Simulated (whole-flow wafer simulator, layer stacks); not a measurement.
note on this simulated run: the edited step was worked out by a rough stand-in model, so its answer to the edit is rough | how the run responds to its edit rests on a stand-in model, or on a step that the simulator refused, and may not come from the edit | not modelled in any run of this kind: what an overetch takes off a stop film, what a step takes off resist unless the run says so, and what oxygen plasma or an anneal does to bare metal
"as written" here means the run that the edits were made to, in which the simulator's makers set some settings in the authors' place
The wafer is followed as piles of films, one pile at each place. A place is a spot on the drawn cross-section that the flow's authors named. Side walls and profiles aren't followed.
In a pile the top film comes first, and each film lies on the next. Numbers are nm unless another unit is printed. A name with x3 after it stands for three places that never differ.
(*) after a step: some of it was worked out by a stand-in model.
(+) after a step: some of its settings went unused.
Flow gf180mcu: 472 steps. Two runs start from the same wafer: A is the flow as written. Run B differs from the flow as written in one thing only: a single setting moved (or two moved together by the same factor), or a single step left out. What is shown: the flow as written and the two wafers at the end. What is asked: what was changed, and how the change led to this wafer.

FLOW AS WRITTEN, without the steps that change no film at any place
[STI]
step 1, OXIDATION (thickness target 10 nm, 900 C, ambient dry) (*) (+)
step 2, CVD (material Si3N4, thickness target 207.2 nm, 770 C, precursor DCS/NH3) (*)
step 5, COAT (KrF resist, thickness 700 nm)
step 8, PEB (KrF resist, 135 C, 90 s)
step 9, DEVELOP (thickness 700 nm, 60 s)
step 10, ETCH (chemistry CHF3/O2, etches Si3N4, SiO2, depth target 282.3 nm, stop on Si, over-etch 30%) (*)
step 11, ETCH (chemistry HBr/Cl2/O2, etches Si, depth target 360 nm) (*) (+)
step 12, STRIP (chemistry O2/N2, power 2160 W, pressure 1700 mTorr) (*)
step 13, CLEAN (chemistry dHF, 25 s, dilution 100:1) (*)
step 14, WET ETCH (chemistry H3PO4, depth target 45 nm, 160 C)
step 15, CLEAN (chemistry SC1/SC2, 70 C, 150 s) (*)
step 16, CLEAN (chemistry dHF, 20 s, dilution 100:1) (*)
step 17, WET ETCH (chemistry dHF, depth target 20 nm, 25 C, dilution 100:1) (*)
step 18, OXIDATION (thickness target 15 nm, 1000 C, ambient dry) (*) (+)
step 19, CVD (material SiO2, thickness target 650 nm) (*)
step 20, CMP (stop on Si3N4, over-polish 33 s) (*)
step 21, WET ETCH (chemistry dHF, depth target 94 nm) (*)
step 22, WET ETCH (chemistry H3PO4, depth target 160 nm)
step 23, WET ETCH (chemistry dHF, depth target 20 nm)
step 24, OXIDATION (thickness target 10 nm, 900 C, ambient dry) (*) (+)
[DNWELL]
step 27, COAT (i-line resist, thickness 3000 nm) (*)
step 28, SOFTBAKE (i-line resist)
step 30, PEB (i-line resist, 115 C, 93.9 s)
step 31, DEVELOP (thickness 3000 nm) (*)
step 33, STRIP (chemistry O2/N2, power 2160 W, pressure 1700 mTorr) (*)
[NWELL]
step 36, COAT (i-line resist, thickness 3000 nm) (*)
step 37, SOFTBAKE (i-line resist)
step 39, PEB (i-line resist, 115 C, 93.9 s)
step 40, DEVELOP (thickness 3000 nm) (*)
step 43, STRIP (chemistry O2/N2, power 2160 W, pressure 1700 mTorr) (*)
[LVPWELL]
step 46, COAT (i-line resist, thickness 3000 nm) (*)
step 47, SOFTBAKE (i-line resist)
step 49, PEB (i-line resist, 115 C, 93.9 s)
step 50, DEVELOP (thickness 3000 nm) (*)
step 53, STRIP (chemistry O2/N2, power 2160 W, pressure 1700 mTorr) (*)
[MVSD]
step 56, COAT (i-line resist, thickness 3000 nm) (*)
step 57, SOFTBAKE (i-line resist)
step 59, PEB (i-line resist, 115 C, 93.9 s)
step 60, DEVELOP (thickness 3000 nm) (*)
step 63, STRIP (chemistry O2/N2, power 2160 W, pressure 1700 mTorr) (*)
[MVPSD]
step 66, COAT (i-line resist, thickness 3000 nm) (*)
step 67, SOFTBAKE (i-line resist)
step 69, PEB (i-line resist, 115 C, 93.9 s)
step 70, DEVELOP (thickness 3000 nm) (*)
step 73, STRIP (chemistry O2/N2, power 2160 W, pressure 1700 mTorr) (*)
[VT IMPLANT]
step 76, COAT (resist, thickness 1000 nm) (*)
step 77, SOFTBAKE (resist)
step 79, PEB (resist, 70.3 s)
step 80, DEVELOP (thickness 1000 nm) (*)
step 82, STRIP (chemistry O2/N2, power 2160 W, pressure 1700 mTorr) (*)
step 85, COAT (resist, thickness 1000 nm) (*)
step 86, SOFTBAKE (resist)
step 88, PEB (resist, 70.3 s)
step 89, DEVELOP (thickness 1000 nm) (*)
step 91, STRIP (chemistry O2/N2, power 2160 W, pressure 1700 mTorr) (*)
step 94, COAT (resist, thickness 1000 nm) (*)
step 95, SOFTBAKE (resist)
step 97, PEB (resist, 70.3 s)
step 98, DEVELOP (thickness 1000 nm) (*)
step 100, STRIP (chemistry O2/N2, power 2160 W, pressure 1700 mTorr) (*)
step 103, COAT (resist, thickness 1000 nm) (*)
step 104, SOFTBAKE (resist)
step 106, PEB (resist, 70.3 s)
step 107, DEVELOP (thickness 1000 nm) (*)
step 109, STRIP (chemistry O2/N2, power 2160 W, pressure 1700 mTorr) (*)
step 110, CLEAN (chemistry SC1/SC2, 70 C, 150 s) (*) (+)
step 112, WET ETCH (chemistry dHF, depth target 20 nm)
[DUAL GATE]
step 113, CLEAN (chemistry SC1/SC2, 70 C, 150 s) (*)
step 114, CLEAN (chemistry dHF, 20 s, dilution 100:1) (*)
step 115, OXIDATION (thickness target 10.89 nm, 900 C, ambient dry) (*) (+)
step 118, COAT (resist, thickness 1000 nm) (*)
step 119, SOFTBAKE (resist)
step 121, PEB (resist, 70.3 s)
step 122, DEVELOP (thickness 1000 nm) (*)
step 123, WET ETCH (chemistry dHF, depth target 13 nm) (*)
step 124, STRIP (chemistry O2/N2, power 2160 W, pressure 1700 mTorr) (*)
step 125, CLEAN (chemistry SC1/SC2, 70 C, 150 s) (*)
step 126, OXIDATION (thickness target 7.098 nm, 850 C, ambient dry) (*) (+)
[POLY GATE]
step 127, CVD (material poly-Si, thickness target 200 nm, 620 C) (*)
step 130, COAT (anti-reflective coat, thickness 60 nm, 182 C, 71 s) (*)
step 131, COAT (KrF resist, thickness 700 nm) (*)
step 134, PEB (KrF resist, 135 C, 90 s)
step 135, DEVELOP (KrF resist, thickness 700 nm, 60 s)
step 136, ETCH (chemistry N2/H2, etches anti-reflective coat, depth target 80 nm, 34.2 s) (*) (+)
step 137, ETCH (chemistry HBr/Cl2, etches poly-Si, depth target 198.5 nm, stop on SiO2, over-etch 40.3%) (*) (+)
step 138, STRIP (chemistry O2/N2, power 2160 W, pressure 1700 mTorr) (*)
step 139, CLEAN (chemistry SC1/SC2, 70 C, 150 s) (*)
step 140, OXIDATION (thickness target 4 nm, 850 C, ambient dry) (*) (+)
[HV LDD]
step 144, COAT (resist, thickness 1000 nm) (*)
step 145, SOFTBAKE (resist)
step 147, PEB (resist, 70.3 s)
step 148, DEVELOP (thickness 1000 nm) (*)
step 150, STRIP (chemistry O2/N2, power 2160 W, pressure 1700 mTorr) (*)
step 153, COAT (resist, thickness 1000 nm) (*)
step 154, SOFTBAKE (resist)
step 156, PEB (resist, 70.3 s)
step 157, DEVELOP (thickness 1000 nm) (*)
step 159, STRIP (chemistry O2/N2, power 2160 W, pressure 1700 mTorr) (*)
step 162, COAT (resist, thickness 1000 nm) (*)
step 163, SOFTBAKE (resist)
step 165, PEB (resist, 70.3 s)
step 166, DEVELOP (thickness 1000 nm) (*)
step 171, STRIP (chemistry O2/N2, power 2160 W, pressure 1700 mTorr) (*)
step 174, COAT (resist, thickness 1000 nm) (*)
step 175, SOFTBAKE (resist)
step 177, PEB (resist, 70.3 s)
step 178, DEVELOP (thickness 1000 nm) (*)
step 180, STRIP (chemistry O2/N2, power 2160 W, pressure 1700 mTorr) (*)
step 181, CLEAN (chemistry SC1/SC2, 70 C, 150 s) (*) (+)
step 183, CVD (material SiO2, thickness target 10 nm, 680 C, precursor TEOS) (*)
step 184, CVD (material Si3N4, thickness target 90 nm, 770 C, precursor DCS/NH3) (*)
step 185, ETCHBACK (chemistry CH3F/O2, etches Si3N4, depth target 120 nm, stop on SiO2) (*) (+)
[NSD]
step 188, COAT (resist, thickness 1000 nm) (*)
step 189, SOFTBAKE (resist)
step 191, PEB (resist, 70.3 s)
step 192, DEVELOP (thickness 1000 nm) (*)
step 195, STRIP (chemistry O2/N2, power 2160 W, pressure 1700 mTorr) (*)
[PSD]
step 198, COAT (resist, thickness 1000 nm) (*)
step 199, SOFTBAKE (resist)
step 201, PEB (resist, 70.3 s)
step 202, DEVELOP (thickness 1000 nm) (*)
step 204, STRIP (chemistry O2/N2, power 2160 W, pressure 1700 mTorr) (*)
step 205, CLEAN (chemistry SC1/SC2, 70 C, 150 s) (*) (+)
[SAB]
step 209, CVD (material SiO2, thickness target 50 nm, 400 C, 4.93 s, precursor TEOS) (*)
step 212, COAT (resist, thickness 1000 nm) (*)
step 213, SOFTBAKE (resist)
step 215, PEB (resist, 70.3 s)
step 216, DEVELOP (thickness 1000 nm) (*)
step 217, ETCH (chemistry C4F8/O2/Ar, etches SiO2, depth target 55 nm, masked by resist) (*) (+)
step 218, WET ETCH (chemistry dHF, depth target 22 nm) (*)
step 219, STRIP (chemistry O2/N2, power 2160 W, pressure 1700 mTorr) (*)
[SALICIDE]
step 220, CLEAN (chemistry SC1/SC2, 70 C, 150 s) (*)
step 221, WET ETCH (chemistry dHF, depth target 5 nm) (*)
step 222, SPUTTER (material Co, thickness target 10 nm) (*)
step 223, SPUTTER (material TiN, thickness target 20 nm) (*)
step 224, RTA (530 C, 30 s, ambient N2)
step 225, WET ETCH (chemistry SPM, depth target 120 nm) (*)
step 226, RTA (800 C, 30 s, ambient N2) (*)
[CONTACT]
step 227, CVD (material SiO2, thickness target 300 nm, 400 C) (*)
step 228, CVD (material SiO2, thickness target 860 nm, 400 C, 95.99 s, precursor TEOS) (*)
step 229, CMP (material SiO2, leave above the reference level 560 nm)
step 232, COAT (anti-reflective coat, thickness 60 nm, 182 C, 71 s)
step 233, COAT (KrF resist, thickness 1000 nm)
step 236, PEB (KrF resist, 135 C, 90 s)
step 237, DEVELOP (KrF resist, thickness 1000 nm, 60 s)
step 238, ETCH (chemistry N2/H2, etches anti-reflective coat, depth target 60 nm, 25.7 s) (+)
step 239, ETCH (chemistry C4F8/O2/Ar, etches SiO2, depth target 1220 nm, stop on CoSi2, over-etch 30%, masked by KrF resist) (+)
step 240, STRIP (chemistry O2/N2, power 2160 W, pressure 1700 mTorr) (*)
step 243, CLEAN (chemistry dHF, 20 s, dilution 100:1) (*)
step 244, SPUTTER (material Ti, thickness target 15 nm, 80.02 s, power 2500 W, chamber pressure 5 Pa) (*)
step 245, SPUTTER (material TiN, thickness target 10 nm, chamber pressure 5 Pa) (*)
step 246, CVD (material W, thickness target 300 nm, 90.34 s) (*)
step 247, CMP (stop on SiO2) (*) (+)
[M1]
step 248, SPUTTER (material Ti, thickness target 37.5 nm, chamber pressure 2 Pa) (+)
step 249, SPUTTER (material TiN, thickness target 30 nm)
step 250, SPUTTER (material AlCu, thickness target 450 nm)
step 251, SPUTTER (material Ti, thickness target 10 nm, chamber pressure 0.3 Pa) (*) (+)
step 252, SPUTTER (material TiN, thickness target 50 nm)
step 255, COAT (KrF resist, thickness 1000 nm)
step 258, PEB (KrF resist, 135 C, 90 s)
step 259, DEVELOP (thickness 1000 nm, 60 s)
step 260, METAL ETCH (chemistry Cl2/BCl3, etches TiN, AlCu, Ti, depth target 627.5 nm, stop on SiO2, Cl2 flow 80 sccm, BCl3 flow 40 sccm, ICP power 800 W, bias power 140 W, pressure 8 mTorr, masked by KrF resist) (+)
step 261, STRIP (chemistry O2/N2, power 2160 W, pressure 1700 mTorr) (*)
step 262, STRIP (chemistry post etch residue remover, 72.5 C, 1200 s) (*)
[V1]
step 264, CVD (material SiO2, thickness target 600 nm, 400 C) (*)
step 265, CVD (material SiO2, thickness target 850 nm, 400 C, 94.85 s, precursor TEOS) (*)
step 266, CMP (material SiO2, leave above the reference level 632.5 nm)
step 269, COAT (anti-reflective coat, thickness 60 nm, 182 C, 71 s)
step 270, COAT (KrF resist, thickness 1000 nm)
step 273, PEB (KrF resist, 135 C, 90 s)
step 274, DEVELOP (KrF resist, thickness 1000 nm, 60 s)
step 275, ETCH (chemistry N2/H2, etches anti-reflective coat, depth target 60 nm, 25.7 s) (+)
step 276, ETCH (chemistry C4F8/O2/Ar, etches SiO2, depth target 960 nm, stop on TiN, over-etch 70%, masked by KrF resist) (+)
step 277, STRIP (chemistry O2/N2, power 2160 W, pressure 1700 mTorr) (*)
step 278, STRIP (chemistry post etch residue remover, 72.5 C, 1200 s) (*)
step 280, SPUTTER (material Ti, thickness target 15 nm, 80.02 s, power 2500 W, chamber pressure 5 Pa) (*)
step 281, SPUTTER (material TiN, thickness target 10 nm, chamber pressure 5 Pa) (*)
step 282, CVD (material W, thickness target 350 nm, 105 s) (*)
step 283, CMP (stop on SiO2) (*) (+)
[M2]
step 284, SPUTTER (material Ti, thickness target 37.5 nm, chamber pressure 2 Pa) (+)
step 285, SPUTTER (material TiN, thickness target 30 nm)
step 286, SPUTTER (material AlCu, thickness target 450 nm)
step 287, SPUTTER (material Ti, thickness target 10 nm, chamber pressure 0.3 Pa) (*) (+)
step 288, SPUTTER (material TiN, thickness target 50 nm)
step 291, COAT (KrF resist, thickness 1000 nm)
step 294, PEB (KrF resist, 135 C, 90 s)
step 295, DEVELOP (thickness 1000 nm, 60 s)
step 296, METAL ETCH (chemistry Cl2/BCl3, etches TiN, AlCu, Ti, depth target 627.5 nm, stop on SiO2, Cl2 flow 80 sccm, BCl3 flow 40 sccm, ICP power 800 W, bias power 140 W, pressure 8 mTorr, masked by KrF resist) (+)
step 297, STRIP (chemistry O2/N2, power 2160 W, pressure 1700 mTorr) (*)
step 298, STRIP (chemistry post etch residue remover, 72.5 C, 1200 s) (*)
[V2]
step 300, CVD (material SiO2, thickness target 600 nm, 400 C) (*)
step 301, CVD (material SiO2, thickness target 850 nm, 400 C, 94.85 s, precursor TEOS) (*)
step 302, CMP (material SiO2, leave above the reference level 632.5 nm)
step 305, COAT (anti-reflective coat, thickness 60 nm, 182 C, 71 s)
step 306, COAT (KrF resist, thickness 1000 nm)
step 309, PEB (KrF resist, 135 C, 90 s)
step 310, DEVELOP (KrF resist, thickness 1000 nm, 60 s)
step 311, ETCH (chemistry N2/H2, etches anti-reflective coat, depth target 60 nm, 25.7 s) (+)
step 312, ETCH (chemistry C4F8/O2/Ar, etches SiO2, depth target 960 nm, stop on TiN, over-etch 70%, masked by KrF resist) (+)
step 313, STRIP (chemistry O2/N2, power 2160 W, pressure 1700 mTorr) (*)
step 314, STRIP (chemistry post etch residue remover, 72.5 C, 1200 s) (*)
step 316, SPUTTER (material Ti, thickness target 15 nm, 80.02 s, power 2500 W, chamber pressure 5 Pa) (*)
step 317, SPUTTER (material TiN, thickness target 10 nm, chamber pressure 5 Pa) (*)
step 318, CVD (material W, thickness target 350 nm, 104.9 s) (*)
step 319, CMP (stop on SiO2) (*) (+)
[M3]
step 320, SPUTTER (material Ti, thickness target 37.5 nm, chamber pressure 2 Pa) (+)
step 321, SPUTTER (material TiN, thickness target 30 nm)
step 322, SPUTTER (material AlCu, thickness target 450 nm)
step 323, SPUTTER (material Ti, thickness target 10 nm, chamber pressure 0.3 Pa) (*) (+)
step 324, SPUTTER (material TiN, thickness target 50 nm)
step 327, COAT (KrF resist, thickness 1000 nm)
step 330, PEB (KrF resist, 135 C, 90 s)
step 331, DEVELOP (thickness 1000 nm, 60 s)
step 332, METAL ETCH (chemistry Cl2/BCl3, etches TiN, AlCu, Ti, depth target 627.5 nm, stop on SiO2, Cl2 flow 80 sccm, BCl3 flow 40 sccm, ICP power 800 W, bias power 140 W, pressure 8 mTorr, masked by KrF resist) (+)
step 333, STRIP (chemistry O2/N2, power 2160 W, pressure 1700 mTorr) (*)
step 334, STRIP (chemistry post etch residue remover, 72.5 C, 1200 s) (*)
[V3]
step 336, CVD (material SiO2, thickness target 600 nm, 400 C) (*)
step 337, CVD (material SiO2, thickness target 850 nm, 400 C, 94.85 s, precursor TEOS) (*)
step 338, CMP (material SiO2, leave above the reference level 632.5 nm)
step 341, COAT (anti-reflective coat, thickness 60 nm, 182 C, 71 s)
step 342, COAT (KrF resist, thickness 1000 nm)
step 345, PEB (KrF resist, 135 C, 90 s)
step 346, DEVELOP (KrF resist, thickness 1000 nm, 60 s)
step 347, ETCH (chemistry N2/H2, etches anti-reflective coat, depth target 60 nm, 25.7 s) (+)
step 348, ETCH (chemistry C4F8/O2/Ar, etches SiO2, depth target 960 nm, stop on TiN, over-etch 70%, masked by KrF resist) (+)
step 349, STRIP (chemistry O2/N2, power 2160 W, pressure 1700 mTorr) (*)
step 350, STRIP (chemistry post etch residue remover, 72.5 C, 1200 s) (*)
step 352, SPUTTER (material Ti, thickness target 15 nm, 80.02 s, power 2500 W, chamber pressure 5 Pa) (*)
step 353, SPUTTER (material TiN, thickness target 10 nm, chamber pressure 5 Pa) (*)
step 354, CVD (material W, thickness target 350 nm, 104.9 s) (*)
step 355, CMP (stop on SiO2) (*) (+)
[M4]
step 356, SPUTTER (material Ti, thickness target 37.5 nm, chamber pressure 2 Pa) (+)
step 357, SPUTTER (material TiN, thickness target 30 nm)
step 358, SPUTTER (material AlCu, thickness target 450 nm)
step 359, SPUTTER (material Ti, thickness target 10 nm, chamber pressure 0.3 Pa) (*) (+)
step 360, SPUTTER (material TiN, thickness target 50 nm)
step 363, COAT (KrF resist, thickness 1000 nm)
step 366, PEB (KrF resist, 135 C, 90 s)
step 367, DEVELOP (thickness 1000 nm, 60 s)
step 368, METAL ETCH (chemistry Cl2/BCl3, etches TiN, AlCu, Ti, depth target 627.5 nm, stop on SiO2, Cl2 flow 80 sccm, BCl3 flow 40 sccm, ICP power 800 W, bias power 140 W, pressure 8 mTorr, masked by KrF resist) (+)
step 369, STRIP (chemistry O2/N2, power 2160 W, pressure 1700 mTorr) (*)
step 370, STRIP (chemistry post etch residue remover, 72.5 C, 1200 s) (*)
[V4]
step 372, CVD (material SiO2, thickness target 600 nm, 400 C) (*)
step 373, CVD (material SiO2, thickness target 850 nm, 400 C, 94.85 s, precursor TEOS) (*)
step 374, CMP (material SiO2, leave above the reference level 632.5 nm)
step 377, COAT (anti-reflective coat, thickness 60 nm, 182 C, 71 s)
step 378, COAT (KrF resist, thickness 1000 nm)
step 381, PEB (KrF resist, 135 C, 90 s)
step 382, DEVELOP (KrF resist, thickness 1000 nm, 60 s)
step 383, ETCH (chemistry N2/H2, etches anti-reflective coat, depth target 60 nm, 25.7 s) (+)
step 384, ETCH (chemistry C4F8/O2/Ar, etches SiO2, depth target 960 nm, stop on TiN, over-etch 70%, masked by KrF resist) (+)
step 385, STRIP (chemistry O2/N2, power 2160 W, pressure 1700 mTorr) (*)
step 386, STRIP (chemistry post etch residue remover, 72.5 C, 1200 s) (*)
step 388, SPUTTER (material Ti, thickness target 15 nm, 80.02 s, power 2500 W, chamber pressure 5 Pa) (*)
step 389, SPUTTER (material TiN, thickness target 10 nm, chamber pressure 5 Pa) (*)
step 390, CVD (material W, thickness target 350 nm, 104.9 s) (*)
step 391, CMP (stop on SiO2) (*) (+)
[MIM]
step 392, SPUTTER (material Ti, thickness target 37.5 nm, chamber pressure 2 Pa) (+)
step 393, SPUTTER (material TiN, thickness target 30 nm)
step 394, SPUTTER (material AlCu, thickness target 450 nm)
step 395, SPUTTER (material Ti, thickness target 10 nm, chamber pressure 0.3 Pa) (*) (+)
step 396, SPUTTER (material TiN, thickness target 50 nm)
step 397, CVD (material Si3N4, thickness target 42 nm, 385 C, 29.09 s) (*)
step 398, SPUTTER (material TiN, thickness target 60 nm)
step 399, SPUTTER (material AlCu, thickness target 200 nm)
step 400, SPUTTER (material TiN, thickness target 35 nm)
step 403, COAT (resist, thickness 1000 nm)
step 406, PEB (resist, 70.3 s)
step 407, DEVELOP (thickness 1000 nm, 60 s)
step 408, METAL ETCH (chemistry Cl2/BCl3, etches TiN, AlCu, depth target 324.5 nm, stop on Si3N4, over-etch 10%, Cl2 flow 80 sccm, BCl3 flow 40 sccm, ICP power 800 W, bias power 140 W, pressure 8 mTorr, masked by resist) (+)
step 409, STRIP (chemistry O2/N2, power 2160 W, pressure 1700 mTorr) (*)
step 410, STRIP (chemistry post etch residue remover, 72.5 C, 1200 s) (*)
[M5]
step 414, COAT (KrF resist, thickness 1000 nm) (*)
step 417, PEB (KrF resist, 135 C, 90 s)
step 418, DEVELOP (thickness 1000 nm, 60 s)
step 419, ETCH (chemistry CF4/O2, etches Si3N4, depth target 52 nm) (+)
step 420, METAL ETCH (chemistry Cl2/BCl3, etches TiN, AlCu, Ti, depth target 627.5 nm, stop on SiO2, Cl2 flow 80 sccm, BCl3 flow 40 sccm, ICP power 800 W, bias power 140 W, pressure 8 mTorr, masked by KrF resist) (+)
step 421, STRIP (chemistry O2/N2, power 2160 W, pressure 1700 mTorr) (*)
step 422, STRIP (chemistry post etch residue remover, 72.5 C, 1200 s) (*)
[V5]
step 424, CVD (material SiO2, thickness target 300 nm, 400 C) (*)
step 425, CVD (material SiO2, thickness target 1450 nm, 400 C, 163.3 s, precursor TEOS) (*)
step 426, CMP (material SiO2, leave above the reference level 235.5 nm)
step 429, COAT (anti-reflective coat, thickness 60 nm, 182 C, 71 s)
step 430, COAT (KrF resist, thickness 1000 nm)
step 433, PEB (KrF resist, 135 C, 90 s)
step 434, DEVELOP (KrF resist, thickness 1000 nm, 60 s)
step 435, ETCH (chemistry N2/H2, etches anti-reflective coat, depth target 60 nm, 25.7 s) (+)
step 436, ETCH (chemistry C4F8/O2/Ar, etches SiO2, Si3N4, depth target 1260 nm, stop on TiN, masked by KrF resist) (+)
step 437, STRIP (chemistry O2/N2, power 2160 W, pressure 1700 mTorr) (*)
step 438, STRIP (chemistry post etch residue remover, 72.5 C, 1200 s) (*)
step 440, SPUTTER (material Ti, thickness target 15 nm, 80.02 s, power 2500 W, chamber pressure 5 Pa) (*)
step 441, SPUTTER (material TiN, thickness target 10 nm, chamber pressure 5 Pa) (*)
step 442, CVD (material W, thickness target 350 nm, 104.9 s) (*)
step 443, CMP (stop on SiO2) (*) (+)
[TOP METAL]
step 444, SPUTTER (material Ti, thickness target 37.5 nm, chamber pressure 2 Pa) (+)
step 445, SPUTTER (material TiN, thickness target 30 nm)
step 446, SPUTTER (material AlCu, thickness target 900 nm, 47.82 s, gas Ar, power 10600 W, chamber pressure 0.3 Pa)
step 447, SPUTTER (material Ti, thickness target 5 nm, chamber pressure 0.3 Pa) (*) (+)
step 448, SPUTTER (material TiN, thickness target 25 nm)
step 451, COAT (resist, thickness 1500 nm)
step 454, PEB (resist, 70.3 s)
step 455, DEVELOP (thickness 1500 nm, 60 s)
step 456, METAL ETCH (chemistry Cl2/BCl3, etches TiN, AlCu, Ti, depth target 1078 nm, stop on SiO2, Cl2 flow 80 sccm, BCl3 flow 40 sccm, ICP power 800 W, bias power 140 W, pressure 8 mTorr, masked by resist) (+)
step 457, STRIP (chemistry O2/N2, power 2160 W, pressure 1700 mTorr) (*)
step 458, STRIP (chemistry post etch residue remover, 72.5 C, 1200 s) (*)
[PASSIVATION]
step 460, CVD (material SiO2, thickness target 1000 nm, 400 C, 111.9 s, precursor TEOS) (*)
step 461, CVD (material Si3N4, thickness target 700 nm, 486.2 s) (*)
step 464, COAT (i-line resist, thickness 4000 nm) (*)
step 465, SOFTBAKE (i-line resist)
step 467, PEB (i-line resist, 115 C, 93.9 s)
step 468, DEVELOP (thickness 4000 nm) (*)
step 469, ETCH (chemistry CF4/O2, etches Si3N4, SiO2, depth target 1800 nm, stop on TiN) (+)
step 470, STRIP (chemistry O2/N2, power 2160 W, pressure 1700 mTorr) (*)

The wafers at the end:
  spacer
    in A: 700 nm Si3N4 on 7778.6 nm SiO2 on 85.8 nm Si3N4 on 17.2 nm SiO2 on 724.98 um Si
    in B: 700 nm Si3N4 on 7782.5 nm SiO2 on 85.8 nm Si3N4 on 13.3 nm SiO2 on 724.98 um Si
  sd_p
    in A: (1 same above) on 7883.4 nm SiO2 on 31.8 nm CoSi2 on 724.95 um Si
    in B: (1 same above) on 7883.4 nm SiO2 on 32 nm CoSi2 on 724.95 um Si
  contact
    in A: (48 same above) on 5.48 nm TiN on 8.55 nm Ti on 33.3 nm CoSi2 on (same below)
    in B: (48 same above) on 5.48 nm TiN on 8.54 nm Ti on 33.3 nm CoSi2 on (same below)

Cause: step 183, CVD: thickness target 6.1 nm was run, whereas the flow has thickness target 10 nm.

The path from the change to this, step by step:
  step 183, CVD (material SiO2, thickness target 10 nm, 680 C, precursor TEOS) (*)
      field, field__w1, field__w2 and 99 more: A +10 SiO2 | B +6.1 SiO2
      ld_drift_p: A +9.87 SiO2 | B +6.02 SiO2
      (as well as at 1 more place)
  step 189, SOFTBAKE (resist)
      field: A +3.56 resist | B -0.36 resist
      active_hv: A +2.68 resist | B -0.53 resist
      (as well as at 3 more places)
  step 199, SOFTBAKE (resist)
      field: A +3.56 resist | B -0.36 resist
      active_hv: A +2.68 resist | B -0.53 resist
      (as well as at 3 more places)
  step 218, WET ETCH (chemistry dHF, depth target 22 nm) (*)
      gate, gate_hv, gate_p and 23 more: A -5.48 SiO2 (all of it) | B -1.58 SiO2 (all of it)
      active, p_well, sd_n, iso_ptap_pw, iso_ntap_nw, iso_ptap_sub, vpnp_e: A -9.01 SiO2 (all of it) | B -5.11 SiO2 (all of it)
      (as well as at 16 more places)
  step 229, CMP (material SiO2, leave above the reference level 560 nm)
      field__w3: A -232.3 SiO2 | B -227.5 SiO2
      field__w12: A -232.1 SiO2 | B -227.3 SiO2
      (as well as at 1 more place)
